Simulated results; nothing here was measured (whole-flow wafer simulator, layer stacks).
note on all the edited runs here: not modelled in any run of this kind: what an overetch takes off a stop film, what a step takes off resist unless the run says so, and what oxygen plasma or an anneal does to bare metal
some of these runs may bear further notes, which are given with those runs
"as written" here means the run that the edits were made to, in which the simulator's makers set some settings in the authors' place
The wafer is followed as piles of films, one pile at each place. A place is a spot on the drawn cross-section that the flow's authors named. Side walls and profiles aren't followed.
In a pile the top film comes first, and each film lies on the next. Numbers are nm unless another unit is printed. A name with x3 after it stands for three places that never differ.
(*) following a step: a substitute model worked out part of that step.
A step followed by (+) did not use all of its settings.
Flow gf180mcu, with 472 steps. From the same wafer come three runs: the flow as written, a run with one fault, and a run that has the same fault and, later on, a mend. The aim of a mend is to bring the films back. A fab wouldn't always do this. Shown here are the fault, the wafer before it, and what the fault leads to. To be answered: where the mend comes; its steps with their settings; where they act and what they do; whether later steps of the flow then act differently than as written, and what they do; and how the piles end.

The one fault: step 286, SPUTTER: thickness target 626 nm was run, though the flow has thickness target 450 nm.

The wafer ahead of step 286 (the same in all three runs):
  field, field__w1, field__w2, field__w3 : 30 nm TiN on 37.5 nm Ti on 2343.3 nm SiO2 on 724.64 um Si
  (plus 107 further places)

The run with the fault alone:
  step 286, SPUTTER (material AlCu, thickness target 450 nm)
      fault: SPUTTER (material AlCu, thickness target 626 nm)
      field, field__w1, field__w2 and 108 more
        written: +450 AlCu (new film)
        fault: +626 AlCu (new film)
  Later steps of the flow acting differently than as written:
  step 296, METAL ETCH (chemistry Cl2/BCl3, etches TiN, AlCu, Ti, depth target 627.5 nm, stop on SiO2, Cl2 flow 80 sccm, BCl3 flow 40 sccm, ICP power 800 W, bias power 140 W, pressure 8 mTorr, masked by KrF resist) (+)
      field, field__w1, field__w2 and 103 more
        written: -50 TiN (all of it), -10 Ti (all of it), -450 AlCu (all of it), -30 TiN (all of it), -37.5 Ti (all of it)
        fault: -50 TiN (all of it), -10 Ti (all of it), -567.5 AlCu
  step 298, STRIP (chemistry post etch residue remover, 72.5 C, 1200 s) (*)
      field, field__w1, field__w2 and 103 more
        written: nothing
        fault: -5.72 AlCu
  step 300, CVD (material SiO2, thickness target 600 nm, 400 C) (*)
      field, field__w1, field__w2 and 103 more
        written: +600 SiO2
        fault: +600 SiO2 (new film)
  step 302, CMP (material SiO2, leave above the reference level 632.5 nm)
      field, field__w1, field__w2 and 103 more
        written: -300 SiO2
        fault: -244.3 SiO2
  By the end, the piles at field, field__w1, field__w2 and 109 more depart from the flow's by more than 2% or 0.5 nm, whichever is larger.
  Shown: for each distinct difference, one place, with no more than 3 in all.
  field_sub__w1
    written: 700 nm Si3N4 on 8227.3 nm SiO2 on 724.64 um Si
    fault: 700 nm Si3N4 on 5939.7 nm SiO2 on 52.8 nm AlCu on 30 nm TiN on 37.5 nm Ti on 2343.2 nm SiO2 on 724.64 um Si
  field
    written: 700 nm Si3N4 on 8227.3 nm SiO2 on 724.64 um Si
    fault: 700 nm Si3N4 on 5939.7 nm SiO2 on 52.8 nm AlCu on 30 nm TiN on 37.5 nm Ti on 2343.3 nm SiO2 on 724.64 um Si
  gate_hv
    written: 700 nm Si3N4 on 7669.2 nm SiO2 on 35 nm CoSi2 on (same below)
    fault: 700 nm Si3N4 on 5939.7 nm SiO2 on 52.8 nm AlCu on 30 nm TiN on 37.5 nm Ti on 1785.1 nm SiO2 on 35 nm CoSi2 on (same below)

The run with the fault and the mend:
  The mend stands after step 286.
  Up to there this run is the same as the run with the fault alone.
  step 286a, METAL ETCH (chemistry Cl2/BCl3, etches TiN, AlCu, Ti, depth target 176 nm, Cl2 flow 80 sccm, BCl3 flow 40 sccm, ICP power 800 W, bias power 140 W, pressure 8 mTorr) (a further turn of the flow's step 260, with different settings)
      field, field__w1, field__w2 and 108 more
        -176 AlCu
  None of the later steps of the flow acts differently than as written at any place that is followed.
  By the end, the piles equal the flow's at every place that both follow.
